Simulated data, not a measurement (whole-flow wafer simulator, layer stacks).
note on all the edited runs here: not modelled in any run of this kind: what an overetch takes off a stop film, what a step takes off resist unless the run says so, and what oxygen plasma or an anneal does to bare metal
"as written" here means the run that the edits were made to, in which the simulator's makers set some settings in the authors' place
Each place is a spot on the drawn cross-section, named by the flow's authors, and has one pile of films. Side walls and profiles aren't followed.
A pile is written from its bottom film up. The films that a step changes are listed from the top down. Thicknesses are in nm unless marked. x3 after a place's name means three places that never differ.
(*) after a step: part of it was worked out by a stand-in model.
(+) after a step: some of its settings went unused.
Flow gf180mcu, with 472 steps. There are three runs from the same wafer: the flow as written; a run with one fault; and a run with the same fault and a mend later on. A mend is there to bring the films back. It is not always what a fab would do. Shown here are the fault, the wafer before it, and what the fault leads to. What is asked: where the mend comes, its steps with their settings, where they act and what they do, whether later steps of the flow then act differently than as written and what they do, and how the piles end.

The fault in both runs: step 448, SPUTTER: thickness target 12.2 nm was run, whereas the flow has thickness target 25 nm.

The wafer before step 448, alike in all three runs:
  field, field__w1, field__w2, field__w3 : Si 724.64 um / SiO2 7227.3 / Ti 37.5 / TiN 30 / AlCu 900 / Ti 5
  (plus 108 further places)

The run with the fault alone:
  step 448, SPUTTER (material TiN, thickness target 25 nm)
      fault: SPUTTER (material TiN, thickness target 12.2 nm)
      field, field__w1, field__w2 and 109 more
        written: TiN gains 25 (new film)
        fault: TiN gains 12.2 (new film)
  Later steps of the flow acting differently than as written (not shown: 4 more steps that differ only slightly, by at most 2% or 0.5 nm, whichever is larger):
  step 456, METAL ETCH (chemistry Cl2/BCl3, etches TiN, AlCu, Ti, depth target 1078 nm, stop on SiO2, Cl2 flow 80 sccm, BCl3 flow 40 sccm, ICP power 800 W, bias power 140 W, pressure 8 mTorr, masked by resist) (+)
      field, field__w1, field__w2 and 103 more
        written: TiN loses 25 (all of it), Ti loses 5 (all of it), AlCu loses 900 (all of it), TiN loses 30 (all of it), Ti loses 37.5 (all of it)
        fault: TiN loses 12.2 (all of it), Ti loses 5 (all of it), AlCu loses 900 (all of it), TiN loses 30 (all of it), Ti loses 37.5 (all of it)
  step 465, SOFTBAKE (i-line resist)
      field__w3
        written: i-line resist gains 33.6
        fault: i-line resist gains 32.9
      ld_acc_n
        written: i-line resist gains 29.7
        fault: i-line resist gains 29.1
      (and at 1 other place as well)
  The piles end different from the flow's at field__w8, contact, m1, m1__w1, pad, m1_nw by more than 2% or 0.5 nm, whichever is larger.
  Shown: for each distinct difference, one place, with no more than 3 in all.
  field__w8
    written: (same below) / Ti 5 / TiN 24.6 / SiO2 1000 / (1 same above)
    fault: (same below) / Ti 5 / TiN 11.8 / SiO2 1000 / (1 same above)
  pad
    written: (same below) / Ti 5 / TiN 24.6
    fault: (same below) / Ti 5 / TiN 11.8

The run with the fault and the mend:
  The mend stands after step 455.
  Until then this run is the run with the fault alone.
  step 455a, STRIP (chemistry O2/N2, power 2160 W, pressure 1700 mTorr) (*)
      field__w8, contact, m1, m1__w1, pad, m1_nw
        resist loses 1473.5 (all of it)
  step 455b, SPUTTER (material TiN, thickness target 12.8 nm) (the flow's step 448 again, with other settings)
      field, field__w1, field__w2 and 109 more
        TiN gains 12.8
  step 455c, HMDS (120 C, 60 s) (the flow's step 450 again)
      alters no film at any place that is followed
  step 455d, COAT (resist, thickness 1500 nm) (the flow's step 451 again)
      field, field__w1, field__w2 and 109 more
        resist gains 1500 (new film)
  step 455e, SOFTBAKE (resist) (the flow's step 452 again)
      alters no film at any place that is followed
  step 455f, EXPOSE (photomask MetalTop) (the flow's step 453 again)
      alters no film at any place that is followed
  step 455g, PEB (resist, 70.3 s) (the flow's step 454 again)
      field, field__w1, field__w2 and 109 more
        resist loses 26.5
  step 455h, DEVELOP (thickness 1500 nm, 60 s) (the flow's step 455 again)
      field, field__w1, field__w2 and 103 more
        resist loses 1473.5 (all of it)
  Every later step of the flow that is run acts as written at every place that is followed.
  The piles end the same as the flow's at every place that both follow.
